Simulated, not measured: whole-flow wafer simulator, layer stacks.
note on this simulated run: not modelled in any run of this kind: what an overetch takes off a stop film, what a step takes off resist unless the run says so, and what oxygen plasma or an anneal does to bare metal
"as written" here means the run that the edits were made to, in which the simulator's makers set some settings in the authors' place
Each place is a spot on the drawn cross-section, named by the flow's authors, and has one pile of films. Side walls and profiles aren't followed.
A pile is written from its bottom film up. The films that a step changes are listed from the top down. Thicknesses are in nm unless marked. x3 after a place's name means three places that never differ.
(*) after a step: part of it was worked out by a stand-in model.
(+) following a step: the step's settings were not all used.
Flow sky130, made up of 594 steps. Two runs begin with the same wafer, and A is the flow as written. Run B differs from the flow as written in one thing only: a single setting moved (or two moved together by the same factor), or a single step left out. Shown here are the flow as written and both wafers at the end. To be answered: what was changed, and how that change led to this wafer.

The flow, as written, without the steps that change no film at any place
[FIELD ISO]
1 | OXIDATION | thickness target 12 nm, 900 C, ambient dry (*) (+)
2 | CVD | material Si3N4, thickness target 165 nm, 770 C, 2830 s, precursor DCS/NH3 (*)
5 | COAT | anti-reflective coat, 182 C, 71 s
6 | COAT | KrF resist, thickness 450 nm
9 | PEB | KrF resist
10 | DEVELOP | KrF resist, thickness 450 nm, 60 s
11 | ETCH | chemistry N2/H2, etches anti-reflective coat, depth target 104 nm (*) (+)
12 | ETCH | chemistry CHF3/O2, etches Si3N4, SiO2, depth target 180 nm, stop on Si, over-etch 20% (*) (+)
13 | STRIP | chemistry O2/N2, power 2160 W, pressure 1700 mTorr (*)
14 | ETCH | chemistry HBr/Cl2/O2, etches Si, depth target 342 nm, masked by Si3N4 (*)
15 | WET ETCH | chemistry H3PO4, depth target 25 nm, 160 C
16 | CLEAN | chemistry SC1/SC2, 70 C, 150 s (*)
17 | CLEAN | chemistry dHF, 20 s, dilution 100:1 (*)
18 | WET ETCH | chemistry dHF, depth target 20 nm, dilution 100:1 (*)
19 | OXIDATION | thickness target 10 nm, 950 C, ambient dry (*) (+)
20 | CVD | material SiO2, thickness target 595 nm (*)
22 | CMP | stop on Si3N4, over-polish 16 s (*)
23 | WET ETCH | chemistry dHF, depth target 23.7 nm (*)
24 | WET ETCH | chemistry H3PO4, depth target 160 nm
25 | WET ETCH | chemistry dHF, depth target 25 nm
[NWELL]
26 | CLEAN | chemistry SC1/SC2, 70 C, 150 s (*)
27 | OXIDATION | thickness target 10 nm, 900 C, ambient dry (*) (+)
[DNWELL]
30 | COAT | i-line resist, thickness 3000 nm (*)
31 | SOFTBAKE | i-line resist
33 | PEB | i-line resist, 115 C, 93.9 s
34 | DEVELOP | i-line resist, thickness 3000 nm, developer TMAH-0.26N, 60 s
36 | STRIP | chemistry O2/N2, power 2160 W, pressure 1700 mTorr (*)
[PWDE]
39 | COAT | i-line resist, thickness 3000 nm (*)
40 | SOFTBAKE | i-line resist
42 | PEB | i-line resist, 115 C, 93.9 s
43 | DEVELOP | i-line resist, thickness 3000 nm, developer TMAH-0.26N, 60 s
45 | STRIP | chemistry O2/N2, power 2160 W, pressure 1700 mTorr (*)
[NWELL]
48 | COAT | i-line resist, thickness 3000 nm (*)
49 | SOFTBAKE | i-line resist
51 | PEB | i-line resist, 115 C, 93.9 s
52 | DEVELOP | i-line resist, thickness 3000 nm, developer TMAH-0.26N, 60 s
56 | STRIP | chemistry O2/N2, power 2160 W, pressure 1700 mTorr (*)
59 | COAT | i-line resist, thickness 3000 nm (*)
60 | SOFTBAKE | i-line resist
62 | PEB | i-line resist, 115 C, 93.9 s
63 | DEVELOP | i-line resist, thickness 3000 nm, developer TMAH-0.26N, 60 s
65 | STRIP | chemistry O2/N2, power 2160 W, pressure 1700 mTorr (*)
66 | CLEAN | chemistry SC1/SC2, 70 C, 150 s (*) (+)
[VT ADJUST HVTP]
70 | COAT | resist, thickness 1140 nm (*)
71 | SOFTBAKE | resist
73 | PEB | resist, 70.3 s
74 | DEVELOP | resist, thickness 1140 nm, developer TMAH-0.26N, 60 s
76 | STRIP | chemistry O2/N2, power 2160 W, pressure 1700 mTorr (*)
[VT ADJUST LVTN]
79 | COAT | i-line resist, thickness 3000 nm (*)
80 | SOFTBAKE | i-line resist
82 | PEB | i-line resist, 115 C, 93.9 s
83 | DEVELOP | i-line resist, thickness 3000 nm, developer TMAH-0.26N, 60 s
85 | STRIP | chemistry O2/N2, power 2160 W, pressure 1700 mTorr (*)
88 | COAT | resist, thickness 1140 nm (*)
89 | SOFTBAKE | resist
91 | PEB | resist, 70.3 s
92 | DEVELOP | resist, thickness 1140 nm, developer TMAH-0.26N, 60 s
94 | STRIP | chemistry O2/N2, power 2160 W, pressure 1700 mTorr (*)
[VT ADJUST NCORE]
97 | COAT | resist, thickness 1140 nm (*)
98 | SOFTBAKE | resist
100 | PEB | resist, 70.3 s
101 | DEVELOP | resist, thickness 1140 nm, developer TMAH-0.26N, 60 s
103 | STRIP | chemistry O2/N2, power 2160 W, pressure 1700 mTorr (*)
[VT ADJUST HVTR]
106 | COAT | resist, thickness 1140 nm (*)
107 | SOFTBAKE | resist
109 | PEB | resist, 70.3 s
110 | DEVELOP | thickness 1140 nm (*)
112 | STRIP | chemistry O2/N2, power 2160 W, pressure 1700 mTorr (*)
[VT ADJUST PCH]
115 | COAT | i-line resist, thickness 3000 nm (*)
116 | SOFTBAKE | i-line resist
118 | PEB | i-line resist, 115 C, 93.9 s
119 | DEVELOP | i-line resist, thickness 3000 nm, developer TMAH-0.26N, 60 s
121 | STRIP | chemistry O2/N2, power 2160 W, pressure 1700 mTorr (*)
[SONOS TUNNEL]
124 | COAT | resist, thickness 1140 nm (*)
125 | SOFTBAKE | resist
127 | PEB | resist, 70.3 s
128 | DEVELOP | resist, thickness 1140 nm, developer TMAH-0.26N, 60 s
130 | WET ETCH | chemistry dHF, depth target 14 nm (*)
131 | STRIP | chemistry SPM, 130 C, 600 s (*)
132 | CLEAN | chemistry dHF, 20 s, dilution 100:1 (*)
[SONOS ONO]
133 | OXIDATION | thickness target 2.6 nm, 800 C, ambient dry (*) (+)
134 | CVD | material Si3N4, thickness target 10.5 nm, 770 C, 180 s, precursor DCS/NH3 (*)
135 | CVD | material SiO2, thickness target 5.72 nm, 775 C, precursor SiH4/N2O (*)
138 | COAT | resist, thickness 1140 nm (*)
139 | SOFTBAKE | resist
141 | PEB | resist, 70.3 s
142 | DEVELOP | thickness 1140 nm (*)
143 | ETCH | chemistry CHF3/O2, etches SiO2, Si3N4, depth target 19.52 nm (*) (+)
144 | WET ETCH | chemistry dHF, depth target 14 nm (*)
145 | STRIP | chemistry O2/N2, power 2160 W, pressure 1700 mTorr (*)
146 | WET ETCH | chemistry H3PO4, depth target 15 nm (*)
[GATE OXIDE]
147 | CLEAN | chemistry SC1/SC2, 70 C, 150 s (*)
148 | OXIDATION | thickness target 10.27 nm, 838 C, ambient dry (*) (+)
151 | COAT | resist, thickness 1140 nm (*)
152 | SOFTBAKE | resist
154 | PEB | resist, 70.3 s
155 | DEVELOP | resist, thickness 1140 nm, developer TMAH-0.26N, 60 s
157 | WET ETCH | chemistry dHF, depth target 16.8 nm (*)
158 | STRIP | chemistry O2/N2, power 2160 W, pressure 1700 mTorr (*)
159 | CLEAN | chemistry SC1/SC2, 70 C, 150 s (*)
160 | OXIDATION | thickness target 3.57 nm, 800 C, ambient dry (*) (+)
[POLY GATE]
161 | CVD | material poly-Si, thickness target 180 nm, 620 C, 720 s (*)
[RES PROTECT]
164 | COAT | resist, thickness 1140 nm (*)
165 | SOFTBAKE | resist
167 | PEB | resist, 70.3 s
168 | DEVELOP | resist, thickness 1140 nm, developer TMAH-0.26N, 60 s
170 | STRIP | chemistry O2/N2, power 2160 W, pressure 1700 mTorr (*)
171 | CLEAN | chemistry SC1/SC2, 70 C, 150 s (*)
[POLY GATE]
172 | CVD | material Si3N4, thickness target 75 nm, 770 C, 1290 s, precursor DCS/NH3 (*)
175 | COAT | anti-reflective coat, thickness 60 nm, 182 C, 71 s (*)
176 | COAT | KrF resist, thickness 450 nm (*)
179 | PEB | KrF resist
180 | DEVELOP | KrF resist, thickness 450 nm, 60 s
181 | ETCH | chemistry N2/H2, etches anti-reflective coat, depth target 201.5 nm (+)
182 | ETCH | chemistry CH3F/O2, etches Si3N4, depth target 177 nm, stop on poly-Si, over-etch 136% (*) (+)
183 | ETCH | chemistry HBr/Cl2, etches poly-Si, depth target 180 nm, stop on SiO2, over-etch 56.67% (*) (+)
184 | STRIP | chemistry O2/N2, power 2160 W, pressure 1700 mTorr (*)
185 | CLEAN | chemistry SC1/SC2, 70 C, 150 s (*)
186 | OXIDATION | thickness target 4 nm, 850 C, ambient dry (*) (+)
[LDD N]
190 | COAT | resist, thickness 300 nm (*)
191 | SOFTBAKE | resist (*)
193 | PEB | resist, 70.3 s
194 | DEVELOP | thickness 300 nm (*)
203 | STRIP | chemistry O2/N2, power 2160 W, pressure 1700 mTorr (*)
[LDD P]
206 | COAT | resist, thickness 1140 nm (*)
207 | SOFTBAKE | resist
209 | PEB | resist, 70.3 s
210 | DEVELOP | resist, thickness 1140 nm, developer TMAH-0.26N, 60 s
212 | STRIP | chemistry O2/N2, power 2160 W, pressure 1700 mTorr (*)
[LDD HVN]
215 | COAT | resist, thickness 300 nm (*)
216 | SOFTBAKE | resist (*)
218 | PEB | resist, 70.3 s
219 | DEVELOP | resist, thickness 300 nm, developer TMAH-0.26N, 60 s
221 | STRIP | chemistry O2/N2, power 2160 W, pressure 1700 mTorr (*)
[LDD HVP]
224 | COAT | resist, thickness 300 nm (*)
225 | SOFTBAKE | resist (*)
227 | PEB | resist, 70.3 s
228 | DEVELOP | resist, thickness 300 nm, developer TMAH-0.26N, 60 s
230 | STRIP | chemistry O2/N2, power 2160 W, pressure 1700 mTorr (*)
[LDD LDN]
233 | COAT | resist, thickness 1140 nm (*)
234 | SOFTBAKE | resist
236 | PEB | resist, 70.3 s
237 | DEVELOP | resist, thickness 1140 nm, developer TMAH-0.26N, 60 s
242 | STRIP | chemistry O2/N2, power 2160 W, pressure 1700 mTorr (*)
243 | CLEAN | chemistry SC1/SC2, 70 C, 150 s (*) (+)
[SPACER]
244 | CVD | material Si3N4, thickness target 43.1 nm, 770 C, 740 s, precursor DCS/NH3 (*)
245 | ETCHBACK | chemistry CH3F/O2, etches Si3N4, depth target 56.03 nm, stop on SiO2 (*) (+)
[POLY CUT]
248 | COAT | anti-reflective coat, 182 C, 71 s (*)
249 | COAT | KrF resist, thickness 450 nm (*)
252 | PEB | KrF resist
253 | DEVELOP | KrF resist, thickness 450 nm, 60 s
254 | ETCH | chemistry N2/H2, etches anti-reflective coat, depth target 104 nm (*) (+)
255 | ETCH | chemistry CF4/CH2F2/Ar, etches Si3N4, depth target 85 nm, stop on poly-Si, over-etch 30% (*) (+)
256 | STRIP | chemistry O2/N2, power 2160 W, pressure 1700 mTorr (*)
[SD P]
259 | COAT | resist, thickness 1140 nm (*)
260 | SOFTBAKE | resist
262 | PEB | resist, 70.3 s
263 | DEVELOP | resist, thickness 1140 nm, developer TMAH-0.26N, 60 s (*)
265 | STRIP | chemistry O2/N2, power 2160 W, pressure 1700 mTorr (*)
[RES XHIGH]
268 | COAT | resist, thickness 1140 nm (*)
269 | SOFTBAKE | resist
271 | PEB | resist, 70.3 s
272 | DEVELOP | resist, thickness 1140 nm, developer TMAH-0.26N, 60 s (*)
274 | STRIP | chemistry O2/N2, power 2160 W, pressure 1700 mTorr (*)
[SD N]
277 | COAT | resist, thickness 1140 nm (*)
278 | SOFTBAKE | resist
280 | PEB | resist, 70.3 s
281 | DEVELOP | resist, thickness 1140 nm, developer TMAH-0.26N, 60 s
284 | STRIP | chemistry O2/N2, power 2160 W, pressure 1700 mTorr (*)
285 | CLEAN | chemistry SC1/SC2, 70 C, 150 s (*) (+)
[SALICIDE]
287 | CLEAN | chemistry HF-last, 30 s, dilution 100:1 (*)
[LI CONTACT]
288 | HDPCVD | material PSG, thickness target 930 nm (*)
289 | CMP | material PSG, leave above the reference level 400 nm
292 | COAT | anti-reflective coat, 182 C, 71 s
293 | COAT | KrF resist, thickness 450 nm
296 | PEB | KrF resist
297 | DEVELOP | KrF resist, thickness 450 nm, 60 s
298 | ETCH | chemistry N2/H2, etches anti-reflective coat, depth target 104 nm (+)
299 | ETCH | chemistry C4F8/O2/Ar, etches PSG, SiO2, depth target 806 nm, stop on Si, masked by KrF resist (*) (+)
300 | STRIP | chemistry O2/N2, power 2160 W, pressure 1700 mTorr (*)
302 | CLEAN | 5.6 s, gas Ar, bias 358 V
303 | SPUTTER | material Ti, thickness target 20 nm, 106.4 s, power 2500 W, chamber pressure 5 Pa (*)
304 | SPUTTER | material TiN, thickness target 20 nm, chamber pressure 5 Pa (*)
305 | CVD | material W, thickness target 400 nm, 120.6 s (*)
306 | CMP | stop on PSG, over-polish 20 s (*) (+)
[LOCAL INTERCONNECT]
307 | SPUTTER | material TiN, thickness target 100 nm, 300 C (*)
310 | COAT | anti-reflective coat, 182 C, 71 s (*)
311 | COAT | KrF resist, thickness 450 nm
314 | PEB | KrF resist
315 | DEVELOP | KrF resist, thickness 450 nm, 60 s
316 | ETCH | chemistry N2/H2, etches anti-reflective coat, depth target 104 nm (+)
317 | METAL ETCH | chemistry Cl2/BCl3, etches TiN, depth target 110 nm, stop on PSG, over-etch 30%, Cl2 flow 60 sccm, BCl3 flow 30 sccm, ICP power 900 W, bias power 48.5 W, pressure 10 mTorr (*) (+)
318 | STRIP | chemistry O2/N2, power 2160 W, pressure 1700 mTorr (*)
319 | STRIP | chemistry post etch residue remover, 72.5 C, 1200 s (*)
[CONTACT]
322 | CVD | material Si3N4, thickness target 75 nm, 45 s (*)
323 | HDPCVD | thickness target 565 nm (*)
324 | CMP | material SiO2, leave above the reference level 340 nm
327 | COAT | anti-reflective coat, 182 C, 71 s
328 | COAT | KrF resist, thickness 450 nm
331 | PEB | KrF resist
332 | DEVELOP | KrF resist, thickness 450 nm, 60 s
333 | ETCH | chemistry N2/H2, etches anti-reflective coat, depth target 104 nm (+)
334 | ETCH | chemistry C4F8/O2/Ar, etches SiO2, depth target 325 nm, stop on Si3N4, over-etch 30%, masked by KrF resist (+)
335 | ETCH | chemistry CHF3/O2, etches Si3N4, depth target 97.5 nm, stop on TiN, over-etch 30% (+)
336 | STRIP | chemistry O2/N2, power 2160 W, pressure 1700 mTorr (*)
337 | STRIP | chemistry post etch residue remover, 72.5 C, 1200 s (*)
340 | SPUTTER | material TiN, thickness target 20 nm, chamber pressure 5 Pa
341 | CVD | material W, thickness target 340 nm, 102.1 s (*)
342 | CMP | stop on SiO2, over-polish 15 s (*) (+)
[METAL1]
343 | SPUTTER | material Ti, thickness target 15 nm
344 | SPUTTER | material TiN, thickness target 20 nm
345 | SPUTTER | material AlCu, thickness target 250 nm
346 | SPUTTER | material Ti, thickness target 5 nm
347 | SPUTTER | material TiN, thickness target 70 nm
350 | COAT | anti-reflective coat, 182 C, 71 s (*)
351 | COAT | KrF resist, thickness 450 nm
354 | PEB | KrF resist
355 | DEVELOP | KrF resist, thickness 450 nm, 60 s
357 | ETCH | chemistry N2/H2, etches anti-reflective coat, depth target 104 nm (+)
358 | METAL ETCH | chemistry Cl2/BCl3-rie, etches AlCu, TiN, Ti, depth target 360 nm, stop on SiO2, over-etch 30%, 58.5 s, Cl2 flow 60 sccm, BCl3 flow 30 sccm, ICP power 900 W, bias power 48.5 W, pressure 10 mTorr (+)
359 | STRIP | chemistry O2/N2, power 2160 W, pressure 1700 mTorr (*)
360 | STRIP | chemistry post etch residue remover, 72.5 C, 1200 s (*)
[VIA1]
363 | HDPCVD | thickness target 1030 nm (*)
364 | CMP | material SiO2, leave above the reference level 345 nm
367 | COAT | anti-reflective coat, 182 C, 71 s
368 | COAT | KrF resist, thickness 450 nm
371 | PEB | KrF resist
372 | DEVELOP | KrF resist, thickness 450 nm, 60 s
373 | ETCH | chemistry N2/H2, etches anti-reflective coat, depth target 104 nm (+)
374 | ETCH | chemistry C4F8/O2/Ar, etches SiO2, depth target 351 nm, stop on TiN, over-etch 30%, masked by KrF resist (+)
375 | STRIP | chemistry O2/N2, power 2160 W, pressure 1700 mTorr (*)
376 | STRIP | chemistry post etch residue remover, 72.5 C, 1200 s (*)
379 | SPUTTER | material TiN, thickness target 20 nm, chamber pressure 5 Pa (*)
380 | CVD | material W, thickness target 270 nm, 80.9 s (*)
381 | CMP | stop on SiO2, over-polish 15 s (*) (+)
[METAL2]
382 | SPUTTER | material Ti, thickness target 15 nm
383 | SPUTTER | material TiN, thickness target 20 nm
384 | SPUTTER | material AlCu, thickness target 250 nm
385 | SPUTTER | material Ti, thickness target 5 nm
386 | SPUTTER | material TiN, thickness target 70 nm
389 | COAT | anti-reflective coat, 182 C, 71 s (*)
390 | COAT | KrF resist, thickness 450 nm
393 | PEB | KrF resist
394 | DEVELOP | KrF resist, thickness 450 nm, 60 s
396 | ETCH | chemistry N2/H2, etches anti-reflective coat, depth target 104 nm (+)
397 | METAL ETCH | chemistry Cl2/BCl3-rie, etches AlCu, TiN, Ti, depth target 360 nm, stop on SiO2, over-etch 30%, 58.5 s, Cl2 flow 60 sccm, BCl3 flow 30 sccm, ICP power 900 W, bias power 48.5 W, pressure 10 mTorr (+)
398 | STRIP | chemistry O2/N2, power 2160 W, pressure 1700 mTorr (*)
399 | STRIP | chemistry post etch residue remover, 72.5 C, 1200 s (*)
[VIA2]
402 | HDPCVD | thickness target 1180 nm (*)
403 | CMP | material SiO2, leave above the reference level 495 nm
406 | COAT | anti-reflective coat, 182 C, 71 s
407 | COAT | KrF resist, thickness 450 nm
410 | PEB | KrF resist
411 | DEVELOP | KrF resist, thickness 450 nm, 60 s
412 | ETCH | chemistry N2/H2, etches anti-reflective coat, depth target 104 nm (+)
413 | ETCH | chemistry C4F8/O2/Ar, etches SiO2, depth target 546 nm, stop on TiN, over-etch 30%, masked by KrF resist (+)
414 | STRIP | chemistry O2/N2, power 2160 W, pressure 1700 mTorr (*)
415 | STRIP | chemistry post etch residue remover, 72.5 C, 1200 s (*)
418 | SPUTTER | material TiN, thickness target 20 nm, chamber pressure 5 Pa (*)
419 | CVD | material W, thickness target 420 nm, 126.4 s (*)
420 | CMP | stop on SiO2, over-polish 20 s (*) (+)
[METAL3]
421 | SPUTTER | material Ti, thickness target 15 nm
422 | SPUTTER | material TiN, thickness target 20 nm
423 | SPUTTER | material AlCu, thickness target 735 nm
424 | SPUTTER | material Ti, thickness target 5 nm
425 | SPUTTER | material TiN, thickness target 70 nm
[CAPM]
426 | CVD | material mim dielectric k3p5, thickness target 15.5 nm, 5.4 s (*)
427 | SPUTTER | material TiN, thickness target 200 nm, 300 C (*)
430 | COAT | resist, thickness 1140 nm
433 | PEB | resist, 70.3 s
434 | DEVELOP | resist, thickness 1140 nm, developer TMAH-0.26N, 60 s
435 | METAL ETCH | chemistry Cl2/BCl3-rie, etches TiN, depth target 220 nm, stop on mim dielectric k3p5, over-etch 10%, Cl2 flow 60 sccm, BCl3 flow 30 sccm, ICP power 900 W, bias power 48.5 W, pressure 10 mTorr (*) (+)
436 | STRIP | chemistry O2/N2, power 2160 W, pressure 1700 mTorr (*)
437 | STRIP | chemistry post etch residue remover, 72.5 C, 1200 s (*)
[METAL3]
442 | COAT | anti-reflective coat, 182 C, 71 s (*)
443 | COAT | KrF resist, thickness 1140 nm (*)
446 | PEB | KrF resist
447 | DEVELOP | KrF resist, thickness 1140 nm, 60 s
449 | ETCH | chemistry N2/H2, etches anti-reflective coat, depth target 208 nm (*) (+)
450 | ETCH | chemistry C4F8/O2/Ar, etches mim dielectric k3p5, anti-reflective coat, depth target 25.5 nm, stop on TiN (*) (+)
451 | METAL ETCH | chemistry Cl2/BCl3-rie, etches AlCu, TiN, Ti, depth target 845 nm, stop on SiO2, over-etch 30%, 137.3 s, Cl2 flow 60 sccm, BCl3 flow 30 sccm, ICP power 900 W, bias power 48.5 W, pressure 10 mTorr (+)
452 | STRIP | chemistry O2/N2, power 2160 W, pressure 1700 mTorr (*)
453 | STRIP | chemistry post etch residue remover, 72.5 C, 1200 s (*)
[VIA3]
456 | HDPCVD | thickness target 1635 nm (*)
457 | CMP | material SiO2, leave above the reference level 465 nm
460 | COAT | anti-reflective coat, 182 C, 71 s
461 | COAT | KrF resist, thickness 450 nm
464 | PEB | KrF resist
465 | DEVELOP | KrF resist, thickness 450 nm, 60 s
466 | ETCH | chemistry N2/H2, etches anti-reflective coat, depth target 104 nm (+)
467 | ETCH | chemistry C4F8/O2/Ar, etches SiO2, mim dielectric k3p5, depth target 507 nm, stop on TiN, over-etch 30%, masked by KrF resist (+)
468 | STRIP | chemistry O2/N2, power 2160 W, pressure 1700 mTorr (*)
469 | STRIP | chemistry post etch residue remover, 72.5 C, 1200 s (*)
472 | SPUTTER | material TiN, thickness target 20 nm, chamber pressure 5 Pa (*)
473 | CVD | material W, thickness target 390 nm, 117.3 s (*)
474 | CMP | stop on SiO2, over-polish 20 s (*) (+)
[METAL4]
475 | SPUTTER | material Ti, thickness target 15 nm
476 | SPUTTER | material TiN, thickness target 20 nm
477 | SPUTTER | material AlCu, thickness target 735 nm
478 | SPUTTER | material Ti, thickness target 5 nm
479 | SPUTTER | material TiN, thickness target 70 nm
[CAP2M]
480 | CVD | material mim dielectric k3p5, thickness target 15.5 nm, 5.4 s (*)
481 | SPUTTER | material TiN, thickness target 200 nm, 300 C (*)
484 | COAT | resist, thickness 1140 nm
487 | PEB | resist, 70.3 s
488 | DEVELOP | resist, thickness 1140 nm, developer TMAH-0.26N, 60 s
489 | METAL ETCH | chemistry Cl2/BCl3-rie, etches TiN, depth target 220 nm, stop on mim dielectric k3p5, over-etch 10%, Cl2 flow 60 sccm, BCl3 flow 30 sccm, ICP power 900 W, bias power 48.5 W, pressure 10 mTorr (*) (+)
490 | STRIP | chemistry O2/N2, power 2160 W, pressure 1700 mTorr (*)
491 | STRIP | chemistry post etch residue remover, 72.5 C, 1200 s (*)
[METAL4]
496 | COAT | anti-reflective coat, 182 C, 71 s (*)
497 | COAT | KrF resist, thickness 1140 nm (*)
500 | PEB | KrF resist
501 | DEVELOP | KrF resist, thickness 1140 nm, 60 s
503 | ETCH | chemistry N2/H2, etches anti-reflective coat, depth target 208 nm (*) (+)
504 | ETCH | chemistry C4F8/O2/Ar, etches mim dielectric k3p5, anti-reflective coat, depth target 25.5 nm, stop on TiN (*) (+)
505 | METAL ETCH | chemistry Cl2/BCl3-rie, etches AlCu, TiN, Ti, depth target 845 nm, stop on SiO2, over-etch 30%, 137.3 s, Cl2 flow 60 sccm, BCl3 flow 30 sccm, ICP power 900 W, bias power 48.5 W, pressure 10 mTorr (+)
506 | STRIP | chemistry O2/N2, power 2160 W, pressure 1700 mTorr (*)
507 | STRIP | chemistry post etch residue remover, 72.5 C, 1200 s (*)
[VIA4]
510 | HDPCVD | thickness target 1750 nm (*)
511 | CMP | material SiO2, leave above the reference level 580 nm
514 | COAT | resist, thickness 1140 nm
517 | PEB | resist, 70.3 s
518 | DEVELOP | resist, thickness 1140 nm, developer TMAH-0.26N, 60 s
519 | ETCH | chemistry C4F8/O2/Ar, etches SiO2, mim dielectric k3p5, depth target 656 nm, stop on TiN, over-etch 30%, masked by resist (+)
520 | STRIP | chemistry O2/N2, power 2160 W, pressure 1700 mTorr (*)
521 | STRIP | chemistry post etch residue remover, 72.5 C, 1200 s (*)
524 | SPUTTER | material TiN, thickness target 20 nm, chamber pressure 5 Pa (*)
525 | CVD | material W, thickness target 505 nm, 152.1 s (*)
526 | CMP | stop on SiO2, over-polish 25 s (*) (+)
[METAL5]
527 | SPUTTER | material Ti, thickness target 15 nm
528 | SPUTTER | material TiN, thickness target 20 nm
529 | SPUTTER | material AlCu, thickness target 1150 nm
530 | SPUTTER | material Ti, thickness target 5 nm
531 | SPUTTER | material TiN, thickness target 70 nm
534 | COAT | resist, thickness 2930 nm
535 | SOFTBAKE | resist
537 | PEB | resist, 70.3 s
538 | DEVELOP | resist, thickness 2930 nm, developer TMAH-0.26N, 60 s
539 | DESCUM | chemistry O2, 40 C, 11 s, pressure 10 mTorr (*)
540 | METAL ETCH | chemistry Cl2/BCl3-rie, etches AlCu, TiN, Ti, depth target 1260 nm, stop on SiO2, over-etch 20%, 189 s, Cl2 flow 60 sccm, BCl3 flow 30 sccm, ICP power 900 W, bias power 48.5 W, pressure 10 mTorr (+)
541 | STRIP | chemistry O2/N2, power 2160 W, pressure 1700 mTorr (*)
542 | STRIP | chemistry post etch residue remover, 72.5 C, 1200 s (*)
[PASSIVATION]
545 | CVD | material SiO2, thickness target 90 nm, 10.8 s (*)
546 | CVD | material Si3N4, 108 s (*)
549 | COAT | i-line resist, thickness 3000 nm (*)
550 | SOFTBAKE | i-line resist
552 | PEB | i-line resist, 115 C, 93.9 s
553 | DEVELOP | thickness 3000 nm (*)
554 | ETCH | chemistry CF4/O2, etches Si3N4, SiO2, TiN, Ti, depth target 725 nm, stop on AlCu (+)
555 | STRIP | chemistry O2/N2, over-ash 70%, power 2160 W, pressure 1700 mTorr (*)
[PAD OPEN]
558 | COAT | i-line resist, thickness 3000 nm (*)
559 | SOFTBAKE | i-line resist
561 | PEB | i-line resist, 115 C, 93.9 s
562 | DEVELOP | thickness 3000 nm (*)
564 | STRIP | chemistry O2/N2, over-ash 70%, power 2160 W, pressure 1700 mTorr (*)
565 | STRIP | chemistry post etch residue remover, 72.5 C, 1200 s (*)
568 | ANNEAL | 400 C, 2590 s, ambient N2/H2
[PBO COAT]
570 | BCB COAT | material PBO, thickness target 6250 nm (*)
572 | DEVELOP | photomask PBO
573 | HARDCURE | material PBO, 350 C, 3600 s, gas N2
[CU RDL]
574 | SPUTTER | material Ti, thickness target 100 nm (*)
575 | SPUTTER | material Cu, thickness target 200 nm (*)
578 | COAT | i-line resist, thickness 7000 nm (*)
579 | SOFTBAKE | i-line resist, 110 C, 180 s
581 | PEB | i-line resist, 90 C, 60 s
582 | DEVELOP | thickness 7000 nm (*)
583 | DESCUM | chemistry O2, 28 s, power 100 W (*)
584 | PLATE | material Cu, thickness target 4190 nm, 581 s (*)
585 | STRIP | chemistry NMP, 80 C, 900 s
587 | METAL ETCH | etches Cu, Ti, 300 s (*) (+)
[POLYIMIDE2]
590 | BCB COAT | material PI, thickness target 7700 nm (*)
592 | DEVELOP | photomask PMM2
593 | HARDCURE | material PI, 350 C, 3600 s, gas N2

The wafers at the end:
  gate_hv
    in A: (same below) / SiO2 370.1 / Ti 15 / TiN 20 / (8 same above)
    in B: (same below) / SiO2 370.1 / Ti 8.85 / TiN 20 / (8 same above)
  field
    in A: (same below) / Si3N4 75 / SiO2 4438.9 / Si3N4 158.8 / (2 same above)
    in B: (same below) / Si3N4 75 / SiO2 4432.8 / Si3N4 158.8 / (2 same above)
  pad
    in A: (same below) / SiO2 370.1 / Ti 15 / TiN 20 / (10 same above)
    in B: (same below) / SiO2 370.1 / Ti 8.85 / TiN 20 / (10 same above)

Cause: step 475, SPUTTER: thickness target 8.85 nm was run, whereas the flow has thickness target 15 nm.
One can read it off the wafer: gate_hv has Ti 8.85, and step 475 as written asks for 15 nm.

The path from the change to this, step by step:
  475 | SPUTTER | material Ti, thickness target 15 nm
      field, active, n_well and 189 more: A +15 Ti (new film) | B +8.85 Ti (new film)
  505 | METAL ETCH | chemistry Cl2/BCl3-rie, etches AlCu, TiN, Ti, depth target 845 nm, stop on SiO2, over-etch 30%, 137.3 s, Cl2 flow 60 sccm, BCl3 flow 30 sccm, ICP power 900 W, bias power 48.5 W, pressure 10 mTorr (+)
      field, gate, spacer and 68 more: A -70 TiN (all of it), -5 Ti (all of it), -735 AlCu (all of it), -20 TiN (all of it), -15 Ti (all of it), -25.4 SiO2 | B -70 TiN (all of it), -5 Ti (all of it), -735 AlCu (all of it), -20 TiN (all of it), -8.85 Ti (all of it), -26 SiO2
      active, vpp_iso1, mim_edge_plate and 14 more: A -70 TiN (all of it), -5 Ti (all of it), -735 AlCu (all of it), -20 TiN (all of it), -15 Ti (all of it), -25.3 SiO2 | B -70 TiN (all of it), -5 Ti (all of it), -735 AlCu (all of it), -20 TiN (all of it), -8.85 Ti (all of it), -26 SiO2
